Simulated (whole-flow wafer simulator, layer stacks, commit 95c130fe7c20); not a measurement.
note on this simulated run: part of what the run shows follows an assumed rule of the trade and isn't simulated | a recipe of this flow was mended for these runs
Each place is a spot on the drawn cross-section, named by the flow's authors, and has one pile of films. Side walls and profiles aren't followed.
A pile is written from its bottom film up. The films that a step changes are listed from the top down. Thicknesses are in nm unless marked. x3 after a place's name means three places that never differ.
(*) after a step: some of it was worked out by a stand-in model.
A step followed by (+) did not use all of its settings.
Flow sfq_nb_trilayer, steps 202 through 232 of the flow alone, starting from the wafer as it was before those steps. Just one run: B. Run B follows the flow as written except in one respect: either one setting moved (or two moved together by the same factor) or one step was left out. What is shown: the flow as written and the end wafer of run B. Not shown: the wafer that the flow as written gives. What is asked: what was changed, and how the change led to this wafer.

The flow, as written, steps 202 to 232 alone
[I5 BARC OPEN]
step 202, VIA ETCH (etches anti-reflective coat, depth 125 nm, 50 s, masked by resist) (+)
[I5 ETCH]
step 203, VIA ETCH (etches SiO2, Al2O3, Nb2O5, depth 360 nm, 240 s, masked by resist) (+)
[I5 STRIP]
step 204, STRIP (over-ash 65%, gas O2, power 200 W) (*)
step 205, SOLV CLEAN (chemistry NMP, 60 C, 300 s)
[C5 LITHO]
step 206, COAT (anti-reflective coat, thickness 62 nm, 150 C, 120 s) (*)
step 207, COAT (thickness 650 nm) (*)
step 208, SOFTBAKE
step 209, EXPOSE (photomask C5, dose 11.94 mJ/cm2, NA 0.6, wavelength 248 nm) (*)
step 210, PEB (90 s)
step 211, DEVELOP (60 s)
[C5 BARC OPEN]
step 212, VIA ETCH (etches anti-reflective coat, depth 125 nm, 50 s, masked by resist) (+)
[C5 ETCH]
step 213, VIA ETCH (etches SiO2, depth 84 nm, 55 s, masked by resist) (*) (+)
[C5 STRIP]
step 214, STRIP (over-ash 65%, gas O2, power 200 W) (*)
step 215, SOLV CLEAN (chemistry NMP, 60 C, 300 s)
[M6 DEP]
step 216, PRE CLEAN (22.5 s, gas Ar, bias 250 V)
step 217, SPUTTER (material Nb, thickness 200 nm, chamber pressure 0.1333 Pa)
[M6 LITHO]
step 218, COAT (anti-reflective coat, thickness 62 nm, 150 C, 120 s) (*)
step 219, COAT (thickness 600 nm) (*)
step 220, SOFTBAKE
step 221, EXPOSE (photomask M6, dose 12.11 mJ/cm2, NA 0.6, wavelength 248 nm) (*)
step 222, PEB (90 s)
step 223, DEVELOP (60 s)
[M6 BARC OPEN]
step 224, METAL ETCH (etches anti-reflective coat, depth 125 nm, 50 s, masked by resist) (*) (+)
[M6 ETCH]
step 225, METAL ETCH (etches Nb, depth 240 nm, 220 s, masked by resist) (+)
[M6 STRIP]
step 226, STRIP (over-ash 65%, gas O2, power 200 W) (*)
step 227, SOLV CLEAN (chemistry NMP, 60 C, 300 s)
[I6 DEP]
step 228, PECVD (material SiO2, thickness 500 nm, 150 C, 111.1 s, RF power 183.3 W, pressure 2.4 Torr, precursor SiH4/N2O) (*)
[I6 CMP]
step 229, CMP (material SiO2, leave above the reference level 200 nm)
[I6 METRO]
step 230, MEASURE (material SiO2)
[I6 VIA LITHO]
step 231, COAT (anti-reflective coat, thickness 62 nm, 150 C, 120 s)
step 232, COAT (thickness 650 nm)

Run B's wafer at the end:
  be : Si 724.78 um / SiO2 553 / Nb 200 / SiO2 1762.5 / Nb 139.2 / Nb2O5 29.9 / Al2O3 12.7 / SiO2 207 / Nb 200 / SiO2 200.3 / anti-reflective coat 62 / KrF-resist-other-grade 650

Cause: step 203, VIA ETCH: etches SiO2, Al2O3, Nb2O5, depth 360 nm, 240 s, masked by resist (+), was omitted.

The path from the change to this, step by step:
  step 204, STRIP (over-ash 65%, gas O2, power 200 W) (*)
      p4_fl x5, p4_w1 x9, p3_s0 x9, l0r_line_l x3, l0r_space_c x15, m0r_space_l x2, m6r_line_l x2, m6r_space_l x2: KrF-resist-other-grade loses 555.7 (all of it), anti-reflective coat loses 62 (all of it) (it would be, as written: KrF-resist-other-grade loses 315.7 (all of it), anti-reflective coat loses 62 (all of it))
      wl_b_sl, wl_b_m5, wl_b_sr and 14 more: KrF-resist-other-grade loses 555.6 (all of it), anti-reflective coat loses 62 (all of it) (it would be, as written: KrF-resist-other-grade loses 315.6 (all of it), anti-reflective coat loses 62 (all of it))
      (also at 41 further places)
  step 206, COAT (anti-reflective coat, thickness 62 nm, 150 C, 120 s) (*)
      via_wr: anti-reflective coat gains 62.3 (new film) (it would be, as written: anti-reflective coat gains 64.4 (new film))
      via_sp: anti-reflective coat gains 62.3 (new film) (it would be, as written: anti-reflective coat gains 69 (new film))
      (also at 7 further places)
  step 207, COAT (thickness 650 nm) (*)
      via_v: KrF-resist-other-grade gains 651 (new film) (it would be, as written: KrF-resist-other-grade gains 636.2 (new film))
      be: KrF-resist-other-grade gains 651 (new film) (it would be, as written: KrF-resist-other-grade gains 815 (new film))
      (also at 2 further places)
  step 212, VIA ETCH (etches anti-reflective coat, depth 125 nm, 50 s, masked by resist) (+)
      c5j: anti-reflective coat loses 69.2 (all of it), SiO2 loses 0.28 (it would be, as written: anti-reflective coat loses 73.7 (all of it), SiO2 loses 0.26)
  step 214, STRIP (over-ash 65%, gas O2, power 200 W) (*)
      via_wr: KrF-resist-other-grade loses 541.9 (all of it), anti-reflective coat loses 62.3 (all of it) (it would be, as written: KrF-resist-other-grade loses 537.9 (all of it), anti-reflective coat loses 64.4 (all of it))
      via_sp: KrF-resist-other-grade loses 542 (all of it), anti-reflective coat loses 62.3 (all of it) (it would be, as written: KrF-resist-other-grade loses 532 (all of it), anti-reflective coat loses 69 (all of it))
      (also at 7 further places)
  step 216, PRE CLEAN (22.5 s, gas Ar, bias 250 V)
      be: SiO2 loses 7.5 (it would be, as written: Nb loses 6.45)
  step 217, SPUTTER (material Nb, thickness 200 nm, chamber pressure 0.1333 Pa)
      be: Nb gains 200 (new film) (it would be, as written: Nb gains 145.8)
  step 218, COAT (anti-reflective coat, thickness 62 nm, 150 C, 120 s) (*)
      via_wr: anti-reflective coat gains 62.2 (new film) (it would be, as written: anti-reflective coat gains 64.4 (new film))
      via_sp: anti-reflective coat gains 62.2 (new film) (it would be, as written: anti-reflective coat gains 68.8 (new film))
      (also at 11 further places)
  step 219, COAT (thickness 600 nm) (*)
      via_v: KrF-resist-other-grade gains 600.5 (new film) (it would be, as written: KrF-resist-other-grade gains 584.1 (new film))
      be: KrF-resist-other-grade gains 598.9 (new film) (it would be, as written: KrF-resist-other-grade gains 795.2 (new film))
      (also at 2 further places)
  step 223, DEVELOP (60 s)
      gap: KrF-resist-other-grade loses 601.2 (all of it) (it would be, as written: KrF-resist-other-grade loses 584.6 (all of it))
  step 224, METAL ETCH (etches anti-reflective coat, depth 125 nm, 50 s, masked by resist) (*) (+)
      gap: anti-reflective coat loses 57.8 (all of it) (it would be, as written: anti-reflective coat loses 61.1 (all of it))
  step 226, STRIP (over-ash 65%, gas O2, power 200 W) (*)
      via_wr: KrF-resist-other-grade loses 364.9 (all of it), anti-reflective coat loses 62.2 (all of it) (it would be, as written: KrF-resist-other-grade loses 361.2 (all of it), anti-reflective coat loses 64.4 (all of it))
      via_sp: KrF-resist-other-grade loses 364.9 (all of it), anti-reflective coat loses 62.2 (all of it) (it would be, as written: KrF-resist-other-grade loses 355.6 (all of it), anti-reflective coat loses 68.8 (all of it))
      (also at 10 further places)
  step 228, PECVD (material SiO2, thickness 500 nm, 150 C, 111.1 s, RF power 183.3 W, pressure 2.4 Torr, precursor SiH4/N2O) (*)
      be: SiO2 gains 500 (new film) (it would be, as written: SiO2 gains 702 (new film))
  step 229, CMP (material SiO2, leave above the reference level 200 nm)
      be: SiO2 loses 299.7 (it would be, as written: SiO2 loses 182.7)
Taking metal films that touch as one body, be has 3 bodies (between them, from the top down: SiO2 207 / Al2O3 12.7 / Nb2O5 29.9; SiO2 1762.5); the flow as written gives 2 bodies (between them, from the top down: SiO2 1762.5).
